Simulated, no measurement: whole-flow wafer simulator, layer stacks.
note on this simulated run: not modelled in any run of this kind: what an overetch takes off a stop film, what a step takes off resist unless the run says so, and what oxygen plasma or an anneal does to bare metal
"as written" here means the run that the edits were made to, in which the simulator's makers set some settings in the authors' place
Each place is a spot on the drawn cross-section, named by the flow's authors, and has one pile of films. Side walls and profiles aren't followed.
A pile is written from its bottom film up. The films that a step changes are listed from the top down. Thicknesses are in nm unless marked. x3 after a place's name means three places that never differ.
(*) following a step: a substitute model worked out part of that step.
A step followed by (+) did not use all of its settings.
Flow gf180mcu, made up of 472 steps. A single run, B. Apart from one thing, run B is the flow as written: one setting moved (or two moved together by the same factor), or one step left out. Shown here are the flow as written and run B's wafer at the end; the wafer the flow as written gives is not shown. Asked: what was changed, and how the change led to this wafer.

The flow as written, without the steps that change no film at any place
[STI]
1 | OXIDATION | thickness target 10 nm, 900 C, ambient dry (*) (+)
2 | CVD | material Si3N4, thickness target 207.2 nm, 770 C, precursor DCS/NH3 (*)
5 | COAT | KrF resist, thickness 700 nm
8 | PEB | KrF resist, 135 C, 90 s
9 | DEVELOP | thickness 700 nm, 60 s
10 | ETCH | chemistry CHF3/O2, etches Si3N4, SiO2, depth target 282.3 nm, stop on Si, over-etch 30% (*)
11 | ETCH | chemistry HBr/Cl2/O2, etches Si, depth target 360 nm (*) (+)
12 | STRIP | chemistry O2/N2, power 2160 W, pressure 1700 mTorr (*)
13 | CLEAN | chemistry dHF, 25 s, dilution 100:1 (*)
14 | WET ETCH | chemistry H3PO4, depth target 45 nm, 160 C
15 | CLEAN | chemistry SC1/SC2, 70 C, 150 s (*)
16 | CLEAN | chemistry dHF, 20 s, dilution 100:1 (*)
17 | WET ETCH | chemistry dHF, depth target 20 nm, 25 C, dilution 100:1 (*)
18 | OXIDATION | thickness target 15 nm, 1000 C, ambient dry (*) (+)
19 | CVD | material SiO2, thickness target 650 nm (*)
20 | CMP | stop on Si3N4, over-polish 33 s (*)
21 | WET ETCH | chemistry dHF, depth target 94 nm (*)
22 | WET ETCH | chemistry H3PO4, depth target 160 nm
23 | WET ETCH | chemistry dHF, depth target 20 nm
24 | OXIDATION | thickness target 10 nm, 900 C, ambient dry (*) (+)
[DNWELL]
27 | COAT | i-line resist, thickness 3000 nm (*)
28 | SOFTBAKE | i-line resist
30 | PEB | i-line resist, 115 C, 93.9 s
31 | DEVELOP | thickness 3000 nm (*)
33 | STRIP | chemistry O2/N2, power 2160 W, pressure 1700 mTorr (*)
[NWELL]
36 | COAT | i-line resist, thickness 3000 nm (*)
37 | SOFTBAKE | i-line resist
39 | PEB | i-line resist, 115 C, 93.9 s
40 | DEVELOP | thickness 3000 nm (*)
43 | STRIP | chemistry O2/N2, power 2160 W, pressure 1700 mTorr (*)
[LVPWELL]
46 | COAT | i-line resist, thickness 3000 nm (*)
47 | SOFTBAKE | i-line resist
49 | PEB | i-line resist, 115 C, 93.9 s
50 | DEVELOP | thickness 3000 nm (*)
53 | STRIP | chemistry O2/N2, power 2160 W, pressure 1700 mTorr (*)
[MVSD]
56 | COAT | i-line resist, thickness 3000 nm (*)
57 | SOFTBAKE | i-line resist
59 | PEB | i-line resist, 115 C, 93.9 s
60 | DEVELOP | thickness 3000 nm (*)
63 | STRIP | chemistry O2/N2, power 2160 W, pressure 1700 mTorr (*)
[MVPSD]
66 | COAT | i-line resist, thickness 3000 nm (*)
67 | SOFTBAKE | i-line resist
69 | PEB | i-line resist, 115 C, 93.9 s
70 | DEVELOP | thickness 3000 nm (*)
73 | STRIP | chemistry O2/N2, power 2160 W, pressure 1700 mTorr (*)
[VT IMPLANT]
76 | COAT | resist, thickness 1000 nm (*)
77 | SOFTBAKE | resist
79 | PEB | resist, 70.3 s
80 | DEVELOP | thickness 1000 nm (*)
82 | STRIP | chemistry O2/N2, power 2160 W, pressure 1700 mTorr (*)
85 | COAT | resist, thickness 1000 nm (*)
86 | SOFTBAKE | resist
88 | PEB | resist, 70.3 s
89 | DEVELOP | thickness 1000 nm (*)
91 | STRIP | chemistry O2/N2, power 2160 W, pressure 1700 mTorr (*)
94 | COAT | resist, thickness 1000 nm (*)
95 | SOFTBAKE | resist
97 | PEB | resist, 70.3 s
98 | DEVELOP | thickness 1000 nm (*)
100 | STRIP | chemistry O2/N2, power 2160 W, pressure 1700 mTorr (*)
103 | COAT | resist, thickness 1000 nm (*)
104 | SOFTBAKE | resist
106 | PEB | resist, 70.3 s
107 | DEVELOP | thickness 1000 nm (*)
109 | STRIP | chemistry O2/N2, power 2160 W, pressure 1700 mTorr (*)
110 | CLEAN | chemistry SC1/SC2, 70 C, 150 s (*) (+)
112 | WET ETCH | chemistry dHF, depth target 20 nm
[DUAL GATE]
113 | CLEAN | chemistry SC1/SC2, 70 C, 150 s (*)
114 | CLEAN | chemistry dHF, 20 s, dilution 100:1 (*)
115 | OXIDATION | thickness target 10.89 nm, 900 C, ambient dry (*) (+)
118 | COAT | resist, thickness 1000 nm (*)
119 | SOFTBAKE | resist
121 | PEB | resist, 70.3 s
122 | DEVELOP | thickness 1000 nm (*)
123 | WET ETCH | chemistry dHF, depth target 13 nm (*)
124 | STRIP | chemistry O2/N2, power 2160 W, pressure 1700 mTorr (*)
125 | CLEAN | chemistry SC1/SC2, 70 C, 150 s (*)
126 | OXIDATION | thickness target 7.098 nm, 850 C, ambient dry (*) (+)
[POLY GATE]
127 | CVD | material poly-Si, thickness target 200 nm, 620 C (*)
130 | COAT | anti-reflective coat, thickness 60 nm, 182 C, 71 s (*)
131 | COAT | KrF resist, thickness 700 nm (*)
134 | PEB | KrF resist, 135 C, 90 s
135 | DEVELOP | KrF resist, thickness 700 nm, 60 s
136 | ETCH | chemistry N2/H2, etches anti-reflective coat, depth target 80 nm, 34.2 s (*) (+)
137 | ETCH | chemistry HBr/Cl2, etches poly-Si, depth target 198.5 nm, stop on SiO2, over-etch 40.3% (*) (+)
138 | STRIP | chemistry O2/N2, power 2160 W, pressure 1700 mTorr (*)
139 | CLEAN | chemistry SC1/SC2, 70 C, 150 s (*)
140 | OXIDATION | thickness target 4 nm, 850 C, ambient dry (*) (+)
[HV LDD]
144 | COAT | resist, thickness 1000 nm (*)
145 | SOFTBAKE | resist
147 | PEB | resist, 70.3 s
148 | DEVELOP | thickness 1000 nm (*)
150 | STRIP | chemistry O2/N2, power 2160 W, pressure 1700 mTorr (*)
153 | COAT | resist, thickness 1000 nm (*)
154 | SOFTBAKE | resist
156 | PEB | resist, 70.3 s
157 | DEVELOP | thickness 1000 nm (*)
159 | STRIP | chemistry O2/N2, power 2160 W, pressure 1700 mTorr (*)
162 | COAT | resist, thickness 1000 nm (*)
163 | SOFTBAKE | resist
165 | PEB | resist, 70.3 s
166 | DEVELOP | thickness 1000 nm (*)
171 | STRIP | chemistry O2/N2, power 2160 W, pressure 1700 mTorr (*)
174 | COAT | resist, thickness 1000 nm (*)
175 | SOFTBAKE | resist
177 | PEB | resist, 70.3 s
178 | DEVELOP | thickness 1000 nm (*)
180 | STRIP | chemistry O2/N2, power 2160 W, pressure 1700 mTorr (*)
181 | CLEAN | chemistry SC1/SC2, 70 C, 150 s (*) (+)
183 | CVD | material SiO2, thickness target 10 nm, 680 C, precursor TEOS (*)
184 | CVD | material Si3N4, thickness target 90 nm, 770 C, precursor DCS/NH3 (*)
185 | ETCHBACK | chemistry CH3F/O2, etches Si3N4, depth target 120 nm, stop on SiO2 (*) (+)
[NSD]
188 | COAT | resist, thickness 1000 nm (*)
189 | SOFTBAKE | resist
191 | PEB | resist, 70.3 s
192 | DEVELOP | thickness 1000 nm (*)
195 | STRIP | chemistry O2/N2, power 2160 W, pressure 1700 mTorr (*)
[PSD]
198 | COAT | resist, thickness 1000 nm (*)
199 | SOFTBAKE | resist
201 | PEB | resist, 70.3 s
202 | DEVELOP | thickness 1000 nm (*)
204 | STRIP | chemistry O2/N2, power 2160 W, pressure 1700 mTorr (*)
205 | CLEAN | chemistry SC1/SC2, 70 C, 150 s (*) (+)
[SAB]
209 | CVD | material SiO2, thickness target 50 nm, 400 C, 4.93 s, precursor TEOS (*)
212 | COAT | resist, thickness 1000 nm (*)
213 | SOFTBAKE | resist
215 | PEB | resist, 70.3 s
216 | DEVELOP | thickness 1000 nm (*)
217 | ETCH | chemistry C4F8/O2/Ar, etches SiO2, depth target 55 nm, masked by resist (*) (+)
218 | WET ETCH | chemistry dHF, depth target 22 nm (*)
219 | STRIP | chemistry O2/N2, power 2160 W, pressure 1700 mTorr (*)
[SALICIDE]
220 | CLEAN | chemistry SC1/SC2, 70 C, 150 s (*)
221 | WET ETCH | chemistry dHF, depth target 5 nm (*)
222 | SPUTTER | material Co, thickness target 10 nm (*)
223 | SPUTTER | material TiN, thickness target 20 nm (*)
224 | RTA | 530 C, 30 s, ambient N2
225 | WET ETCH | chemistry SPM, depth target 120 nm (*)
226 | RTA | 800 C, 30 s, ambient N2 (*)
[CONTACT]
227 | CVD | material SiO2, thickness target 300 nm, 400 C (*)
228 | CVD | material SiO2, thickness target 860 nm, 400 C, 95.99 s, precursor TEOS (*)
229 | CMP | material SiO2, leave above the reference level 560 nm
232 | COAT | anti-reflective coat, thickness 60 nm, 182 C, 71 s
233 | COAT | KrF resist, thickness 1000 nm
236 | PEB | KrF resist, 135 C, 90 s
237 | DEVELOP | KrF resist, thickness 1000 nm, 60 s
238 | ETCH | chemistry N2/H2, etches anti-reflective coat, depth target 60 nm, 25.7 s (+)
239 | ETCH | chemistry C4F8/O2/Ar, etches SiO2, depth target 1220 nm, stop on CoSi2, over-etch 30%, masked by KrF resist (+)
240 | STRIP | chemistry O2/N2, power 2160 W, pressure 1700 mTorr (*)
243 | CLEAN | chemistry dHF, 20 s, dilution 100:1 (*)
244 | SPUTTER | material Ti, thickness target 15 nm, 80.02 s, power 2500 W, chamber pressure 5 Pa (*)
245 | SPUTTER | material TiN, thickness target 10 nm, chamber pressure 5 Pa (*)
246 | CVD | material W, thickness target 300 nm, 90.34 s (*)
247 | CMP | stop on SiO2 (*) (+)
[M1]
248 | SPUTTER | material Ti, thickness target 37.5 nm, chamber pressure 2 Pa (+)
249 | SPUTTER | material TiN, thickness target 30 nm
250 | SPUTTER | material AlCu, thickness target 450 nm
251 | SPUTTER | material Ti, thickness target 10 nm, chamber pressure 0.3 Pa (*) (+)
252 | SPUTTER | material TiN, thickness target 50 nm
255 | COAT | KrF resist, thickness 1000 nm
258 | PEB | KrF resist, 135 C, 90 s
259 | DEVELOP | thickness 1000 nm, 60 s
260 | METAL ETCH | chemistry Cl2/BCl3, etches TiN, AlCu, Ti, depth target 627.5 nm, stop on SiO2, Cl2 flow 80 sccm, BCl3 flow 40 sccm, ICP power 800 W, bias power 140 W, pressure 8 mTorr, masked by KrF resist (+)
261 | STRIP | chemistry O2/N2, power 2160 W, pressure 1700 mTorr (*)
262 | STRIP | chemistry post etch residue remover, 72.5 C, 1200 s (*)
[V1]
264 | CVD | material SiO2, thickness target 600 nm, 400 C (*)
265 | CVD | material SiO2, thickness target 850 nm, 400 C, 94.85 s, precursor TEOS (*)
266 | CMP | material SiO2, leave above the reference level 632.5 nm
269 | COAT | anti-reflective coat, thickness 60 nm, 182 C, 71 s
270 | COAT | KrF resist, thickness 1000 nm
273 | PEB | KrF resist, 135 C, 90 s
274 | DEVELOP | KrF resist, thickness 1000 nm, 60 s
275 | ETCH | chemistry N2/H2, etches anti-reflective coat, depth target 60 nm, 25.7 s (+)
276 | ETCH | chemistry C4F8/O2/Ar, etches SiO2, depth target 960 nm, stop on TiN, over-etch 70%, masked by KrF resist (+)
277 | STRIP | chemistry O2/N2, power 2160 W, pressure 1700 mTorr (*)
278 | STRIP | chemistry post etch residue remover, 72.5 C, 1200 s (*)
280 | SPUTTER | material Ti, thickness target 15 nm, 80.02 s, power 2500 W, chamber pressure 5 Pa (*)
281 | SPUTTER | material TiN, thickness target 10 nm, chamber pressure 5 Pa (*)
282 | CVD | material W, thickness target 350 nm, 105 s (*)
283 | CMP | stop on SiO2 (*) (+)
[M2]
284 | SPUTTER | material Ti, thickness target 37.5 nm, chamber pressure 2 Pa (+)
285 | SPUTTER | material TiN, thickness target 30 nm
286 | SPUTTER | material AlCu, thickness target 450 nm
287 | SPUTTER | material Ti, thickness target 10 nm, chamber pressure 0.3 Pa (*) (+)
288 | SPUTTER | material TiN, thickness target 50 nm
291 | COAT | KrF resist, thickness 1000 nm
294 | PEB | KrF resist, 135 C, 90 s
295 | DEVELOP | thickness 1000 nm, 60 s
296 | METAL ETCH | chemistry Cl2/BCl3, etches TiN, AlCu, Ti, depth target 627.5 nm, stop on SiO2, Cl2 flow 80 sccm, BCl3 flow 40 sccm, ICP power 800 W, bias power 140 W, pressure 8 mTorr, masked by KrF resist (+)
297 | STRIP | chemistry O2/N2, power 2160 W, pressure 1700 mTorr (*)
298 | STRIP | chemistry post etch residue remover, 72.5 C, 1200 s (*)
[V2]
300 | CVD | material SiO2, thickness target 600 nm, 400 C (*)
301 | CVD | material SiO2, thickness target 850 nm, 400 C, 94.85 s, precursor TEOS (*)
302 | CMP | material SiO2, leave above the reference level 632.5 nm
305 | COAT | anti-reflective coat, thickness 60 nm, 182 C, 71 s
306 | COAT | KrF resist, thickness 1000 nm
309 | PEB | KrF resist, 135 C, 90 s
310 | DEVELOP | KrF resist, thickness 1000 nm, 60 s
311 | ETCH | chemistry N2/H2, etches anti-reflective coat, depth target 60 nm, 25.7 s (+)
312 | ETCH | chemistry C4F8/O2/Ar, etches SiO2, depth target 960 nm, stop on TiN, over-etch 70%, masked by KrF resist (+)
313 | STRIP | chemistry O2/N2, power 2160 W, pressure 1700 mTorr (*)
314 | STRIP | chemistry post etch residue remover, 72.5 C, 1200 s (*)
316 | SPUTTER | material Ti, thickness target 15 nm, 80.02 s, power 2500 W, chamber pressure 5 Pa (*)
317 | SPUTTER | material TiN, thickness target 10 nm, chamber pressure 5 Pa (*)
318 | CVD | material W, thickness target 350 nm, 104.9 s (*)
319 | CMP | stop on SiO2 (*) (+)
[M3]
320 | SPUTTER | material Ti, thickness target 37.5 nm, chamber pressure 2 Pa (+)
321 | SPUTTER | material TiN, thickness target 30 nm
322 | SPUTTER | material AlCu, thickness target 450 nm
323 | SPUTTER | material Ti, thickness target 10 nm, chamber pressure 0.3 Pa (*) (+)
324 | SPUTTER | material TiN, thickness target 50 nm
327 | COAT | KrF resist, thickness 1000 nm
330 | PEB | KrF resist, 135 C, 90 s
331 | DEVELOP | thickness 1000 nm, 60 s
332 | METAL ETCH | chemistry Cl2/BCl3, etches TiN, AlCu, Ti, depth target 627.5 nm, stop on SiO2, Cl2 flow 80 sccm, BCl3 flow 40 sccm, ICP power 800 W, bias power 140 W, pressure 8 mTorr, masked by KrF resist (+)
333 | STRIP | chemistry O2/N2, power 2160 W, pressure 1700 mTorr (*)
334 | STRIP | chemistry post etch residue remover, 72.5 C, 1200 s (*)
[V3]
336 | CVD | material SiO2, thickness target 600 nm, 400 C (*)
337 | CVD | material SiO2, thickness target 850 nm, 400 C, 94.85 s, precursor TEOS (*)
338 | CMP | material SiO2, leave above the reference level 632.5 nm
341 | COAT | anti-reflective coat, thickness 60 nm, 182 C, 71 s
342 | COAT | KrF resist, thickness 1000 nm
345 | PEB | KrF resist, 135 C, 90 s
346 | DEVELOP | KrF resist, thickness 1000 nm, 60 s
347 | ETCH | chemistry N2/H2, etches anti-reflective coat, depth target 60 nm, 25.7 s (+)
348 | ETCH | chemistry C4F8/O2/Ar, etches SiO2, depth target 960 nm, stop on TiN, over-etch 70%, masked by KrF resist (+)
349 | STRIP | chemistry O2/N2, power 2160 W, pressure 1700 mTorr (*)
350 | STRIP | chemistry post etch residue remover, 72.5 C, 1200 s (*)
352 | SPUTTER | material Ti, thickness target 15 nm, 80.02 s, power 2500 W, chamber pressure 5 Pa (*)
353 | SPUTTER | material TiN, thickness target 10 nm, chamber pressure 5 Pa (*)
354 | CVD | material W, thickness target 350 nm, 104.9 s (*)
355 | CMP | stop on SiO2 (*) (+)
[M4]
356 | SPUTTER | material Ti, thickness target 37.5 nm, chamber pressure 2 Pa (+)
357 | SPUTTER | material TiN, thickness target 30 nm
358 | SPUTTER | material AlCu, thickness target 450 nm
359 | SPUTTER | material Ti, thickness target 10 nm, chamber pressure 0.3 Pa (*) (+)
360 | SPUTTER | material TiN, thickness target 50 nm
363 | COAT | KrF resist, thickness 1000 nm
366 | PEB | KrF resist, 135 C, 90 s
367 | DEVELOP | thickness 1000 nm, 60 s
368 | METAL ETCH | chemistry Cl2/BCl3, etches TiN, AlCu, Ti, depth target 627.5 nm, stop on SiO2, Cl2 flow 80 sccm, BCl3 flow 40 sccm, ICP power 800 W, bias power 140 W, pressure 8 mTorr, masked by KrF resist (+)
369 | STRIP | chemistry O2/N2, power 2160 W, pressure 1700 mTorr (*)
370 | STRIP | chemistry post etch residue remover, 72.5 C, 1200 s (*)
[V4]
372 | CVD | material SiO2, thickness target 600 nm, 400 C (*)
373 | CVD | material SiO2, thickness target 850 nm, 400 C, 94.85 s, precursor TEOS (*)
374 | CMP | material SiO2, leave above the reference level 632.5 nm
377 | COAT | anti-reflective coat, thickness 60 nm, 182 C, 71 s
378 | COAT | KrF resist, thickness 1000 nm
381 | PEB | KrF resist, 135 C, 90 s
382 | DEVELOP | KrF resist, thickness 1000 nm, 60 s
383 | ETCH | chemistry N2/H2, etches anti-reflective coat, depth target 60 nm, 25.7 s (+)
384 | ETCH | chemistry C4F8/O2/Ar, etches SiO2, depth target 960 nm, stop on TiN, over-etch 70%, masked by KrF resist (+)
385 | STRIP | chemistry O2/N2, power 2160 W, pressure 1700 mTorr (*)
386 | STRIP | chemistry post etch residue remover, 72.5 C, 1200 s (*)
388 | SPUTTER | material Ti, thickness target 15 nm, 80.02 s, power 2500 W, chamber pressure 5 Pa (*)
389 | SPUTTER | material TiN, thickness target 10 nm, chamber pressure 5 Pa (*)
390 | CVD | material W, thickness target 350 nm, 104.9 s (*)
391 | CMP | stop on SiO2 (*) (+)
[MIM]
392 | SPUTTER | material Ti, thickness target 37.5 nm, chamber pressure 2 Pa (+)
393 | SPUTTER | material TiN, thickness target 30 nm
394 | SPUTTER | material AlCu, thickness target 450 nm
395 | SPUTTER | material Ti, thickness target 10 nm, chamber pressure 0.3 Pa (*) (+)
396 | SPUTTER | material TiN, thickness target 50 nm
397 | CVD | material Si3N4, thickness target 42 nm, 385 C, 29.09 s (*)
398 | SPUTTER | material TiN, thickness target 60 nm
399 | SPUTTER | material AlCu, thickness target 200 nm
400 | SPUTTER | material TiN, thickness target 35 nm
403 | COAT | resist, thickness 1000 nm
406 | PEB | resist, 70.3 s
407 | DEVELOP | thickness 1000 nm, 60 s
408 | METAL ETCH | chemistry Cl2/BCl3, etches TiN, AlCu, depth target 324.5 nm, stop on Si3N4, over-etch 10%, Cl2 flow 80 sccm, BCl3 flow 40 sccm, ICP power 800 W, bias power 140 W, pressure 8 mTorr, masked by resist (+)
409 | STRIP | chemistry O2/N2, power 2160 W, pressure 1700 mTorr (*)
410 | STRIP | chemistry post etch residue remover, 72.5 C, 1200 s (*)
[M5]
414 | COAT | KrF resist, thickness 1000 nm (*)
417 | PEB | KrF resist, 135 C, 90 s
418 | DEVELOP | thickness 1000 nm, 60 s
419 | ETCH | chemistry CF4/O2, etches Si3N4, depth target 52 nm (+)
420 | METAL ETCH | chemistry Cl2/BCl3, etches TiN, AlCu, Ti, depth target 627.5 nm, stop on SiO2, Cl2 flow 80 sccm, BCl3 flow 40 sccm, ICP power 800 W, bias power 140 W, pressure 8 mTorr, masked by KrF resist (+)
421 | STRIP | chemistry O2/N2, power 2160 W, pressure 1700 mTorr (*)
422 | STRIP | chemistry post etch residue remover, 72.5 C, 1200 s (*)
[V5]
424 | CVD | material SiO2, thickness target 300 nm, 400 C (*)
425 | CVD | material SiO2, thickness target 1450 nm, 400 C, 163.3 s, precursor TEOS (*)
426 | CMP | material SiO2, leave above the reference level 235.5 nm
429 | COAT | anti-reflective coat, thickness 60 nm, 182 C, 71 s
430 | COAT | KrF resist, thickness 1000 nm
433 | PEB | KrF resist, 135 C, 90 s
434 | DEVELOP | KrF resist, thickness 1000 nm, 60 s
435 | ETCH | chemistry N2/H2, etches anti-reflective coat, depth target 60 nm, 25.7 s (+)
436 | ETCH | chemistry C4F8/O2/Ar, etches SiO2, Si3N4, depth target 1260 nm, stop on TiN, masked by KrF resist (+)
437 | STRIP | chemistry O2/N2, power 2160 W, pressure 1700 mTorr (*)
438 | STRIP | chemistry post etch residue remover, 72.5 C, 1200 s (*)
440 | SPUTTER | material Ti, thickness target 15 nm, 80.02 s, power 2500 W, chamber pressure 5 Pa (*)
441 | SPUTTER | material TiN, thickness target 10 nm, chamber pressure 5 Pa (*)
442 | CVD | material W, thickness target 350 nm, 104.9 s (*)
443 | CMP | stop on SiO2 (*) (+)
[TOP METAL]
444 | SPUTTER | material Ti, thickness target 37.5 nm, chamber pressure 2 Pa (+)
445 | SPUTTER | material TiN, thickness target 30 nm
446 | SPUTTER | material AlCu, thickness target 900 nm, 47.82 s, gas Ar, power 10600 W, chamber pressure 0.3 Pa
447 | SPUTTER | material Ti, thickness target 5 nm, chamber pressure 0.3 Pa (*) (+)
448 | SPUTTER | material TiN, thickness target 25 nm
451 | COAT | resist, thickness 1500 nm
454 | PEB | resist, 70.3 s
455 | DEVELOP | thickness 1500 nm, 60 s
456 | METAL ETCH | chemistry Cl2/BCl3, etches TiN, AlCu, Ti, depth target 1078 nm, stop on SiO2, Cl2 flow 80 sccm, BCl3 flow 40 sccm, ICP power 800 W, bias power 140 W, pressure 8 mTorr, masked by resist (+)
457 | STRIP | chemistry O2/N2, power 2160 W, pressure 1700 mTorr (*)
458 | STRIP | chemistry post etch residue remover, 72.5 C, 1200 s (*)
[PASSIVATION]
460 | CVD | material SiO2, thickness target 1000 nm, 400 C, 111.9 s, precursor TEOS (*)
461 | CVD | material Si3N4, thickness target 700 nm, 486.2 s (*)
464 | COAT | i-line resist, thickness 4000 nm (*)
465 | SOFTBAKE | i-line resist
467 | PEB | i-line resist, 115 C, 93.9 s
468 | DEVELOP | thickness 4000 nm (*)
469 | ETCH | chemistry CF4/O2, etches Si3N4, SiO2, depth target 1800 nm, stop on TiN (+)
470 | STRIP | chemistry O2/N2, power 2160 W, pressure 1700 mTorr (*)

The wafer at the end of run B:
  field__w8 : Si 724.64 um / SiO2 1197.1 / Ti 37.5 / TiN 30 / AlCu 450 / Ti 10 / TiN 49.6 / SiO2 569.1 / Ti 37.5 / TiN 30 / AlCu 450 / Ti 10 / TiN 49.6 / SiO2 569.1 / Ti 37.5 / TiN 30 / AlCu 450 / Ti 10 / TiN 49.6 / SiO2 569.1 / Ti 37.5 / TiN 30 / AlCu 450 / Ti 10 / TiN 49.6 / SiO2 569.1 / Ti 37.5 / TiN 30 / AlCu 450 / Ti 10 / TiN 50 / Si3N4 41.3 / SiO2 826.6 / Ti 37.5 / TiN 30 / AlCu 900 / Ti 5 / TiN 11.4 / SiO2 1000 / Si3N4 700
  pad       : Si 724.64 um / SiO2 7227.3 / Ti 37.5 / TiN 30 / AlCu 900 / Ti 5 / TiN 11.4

The reason: step 448, SPUTTER: thickness target 11.8 nm was run, though the flow has thickness target 25 nm.

Step by step, how the change led to this:
  448 | SPUTTER | material TiN, thickness target 25 nm
      field, field__w1, field__w2 and 109 more: +11.8 TiN (new film) (as written it would have been: +25 TiN (new film))
  456 | METAL ETCH | chemistry Cl2/BCl3, etches TiN, AlCu, Ti, depth target 1078 nm, stop on SiO2, Cl2 flow 80 sccm, BCl3 flow 40 sccm, ICP power 800 W, bias power 140 W, pressure 8 mTorr, masked by resist (+)
      field, field__w1, field__w2 and 103 more: -11.8 TiN (all of it), -5 Ti (all of it), -900 AlCu (all of it), -30 TiN (all of it), -37.5 Ti (all of it) (as written it would have been: -25 TiN (all of it), -5 Ti (all of it), -900 AlCu (all of it), -30 TiN (all of it), -37.5 Ti (all of it))
  465 | SOFTBAKE | i-line resist
      field__w2: +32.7 i-line resist (as written it would have been: +33.4 i-line resist)
      field__w3: +32.9 i-line resist (as written it would have been: +33.6 i-line resist)
      (also at 8 further places)
